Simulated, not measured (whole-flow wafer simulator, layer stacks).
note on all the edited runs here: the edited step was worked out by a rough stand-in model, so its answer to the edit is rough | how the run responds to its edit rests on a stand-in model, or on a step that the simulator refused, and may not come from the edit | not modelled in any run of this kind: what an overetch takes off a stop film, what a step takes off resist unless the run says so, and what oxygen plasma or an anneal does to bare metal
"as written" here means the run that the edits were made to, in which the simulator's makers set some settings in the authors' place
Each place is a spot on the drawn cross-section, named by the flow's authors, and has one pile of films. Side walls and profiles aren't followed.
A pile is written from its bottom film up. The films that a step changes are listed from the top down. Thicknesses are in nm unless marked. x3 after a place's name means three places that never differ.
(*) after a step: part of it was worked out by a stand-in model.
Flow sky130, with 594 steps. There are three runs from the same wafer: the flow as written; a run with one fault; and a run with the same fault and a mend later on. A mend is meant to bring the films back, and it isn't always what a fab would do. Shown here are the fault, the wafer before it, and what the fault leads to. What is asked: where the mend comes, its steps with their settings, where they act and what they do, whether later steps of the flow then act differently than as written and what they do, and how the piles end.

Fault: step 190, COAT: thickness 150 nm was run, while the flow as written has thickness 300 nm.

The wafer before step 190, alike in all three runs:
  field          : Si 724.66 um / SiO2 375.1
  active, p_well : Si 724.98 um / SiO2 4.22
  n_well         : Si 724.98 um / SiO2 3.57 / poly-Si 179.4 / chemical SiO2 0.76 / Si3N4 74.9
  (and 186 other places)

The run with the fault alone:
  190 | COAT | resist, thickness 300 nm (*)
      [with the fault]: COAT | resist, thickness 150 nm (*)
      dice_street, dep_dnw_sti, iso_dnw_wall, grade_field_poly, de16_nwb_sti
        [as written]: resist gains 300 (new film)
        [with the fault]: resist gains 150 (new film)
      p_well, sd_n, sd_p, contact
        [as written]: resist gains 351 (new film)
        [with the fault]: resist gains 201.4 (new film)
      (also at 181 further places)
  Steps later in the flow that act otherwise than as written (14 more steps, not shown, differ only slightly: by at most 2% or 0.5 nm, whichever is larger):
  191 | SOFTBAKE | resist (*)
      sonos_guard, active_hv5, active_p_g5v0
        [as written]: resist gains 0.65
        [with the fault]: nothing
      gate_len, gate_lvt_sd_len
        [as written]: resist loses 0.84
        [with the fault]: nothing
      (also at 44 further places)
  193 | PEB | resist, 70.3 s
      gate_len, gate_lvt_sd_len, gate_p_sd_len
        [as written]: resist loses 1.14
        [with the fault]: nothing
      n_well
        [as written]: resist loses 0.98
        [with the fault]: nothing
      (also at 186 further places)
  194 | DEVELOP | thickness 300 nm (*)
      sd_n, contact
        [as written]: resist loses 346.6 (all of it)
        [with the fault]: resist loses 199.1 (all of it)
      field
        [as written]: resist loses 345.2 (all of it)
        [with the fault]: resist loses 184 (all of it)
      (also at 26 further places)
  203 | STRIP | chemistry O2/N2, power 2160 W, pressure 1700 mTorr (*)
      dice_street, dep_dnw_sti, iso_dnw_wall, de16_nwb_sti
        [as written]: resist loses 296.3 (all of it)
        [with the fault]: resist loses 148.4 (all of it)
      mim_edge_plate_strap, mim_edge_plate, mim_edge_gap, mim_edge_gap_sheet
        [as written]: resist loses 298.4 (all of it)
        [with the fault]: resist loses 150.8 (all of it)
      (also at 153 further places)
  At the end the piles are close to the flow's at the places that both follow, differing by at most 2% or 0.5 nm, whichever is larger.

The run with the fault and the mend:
  The mend follows step 194.
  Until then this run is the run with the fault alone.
  194a | STRIP | chemistry O2/N2, power 2160 W, pressure 1700 mTorr (*)
      n_well, pad, poly_dn, gate_p_hvt_sd
        resist loses 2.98 (all of it)
      dice_street, dep_dnw_sti, iso_dnw_wall, de16_nwb_sti
        resist loses 148.4 (all of it)
      mim_edge_plate_strap, mim_edge_plate, mim_edge_gap, mim_edge_gap_sheet
        resist loses 150.8 (all of it)
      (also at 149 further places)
  194b | DEHYDRATE | 200 C, 60 s (the flow's step 188 again)
      leaves every film unchanged at each place that is followed
  194c | HMDS | 120 C, 60 s (the flow's step 189 again)
      leaves every film unchanged at each place that is followed
  194d | COAT | resist, thickness 300 nm (*) (the flow's step 190 again)
      p_well, sd_n, sd_p, contact, active_hv5
        resist gains 351 (new film)
      dice_street, dep_dnw_sti, iso_dnw_wall, grade_field_poly, de16_nwb_sti
        resist gains 300 (new film)
      mim_edge_plate_strap, mim_edge_plate, mim_edge_gap, mim_edge_gap_sheet
        resist gains 302.1 (new film)
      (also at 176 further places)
  194e | SOFTBAKE | resist (*) (the flow's step 191 again)
      npn_par_e, gate_pwde_dnw, ndiff_cd, pdiff_cd, pnp_par_e, de16_gate_nw
        resist gains 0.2
      iso_guard, gate_hv_dnw, rpo_hd_licon, de16_pw_sti
        resist gains 0.15
      sd_hvn, de16_ntap_nw, de16_gate_pw, de16_ptap_pw
        resist gains 0.26
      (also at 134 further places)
  194f | EXPOSE | photomask NTM (the flow's step 192 again)
      leaves every film unchanged at each place that is followed
  194g | PEB | resist, 70.3 s (the flow's step 193 again)
      dice_street, vpp_iso1, vpp_iso2 and 8 more
        resist loses 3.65
      p_well, sd_n, sd_p, contact, pplus_nw, active_hv5
        resist loses 4.41
      vpp_sp, vpp_ln, m5_stack_ln, via4_hole
        resist loses 3.64
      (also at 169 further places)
  194h | DEVELOP (*) (the flow's step 194 again, with other settings)
      m1, mim, gate_p and 30 more
        resist loses 0.02
      sd_n, contact
        resist loses 346.6 (all of it)
      field
        resist loses 345.2 (all of it)
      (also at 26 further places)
  None of the later steps of the flow acts differently than as written at any place that is followed.
  At every place that both follow, the piles at the end match the flow's.
